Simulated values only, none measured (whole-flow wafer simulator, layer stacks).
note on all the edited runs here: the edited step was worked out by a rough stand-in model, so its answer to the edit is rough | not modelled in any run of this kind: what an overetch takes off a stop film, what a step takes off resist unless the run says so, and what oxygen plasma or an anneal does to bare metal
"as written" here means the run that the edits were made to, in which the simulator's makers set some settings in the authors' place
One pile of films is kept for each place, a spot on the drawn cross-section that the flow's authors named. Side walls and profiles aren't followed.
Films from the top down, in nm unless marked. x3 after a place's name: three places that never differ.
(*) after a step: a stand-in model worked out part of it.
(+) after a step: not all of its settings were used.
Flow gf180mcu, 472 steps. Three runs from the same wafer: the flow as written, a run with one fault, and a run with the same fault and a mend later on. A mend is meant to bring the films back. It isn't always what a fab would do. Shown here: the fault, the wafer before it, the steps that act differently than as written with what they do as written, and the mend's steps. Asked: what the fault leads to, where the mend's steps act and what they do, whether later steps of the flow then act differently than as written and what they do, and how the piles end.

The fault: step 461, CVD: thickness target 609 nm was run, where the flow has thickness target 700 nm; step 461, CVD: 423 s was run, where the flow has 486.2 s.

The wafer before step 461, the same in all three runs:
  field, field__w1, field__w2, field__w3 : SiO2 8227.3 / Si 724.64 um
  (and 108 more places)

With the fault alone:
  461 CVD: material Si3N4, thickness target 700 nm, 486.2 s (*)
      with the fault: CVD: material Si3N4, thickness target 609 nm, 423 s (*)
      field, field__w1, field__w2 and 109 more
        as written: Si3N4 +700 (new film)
        with the fault: Si3N4 +609 (new film)
  Later steps of the flow that act differently than as written (5 more steps differ only slightly, by at most 2% or 0.5 nm, whichever is larger, and aren't shown):
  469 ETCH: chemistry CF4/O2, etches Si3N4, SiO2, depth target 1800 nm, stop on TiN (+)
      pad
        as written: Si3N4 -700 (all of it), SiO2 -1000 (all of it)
        with the fault: Si3N4 -609 (all of it), SiO2 -1000 (all of it)
  At the end the piles differ from the flow's by more than 2% or 0.5 nm, whichever is larger, at field, field__w1, field__w2 and 108 more.
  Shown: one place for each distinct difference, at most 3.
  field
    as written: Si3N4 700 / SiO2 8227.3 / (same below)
    with the fault: Si3N4 609 / SiO2 8227.3 / (same below)
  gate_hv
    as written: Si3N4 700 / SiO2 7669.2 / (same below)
    with the fault: Si3N4 609 / SiO2 7669.2 / (same below)
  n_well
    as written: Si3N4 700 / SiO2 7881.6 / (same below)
    with the fault: Si3N4 609 / SiO2 7881.6 / (same below)

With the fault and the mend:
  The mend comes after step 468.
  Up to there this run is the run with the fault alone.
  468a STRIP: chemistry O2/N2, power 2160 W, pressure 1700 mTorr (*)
      iso_ptap_pw, iso_ntap_nw, iso_nw_fld and 33 more
        i-line resist -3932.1 (all of it)
      p_well, sti, spacer, sd_n, mim_1p0, dice_street
        i-line resist -3938.2 (all of it)
      n_well, sd_p, gate_p, nw_enc_fld_lv__w3
        i-line resist -3976.7 (all of it)
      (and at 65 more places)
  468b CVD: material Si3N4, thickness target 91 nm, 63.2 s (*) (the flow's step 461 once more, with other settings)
      field, field__w1, field__w2 and 109 more
        Si3N4 +91.1
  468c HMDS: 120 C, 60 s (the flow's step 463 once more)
      changes no film at any place that is followed
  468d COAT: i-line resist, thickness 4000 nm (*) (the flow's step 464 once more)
      iso_ptap_pw, iso_ntap_nw, iso_nw_fld and 33 more
        i-line resist +4000 (new film)
      p_well, sti, spacer, sd_n, mim_1p0, dice_street
        i-line resist +4006.3 (new film)
      field__w5, field__w9, field__w11, gate_p_hv, nplus_u
        i-line resist +4017 (new film)
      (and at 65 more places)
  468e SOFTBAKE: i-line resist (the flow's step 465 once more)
      field__w2, field_sub__w3, field_sub__w4
        i-line resist +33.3
      field__w11, field__w13, ppoly_u
        i-line resist +37.5
      field__w6, field_sub
        i-line resist +32.7
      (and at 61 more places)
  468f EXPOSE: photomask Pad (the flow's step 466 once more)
      changes no film at any place that is followed
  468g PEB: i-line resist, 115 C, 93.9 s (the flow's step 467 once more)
      iso_ptap_pw, iso_ntap_nw, iso_nw_fld and 33 more
        i-line resist -67.9
      field, field__w2, field__w3 and 25 more
        i-line resist -68.8
      field_sub, field_sub__w1, field_sub__w2 and 23 more
        i-line resist -68.7
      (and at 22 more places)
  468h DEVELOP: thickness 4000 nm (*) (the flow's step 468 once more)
      field__w12, field_sub__w1, field_sub__w3 and 21 more
        i-line resist -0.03
      pad
        i-line resist -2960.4 (all of it)
  No later step of the flow acts differently than as written, at any place that is followed, by more than 2% or 0.5 nm, whichever is larger.
  At the end the piles differ from the flow's only slightly at the places that both follow, by at most 2% or 0.5 nm, whichever is larger.
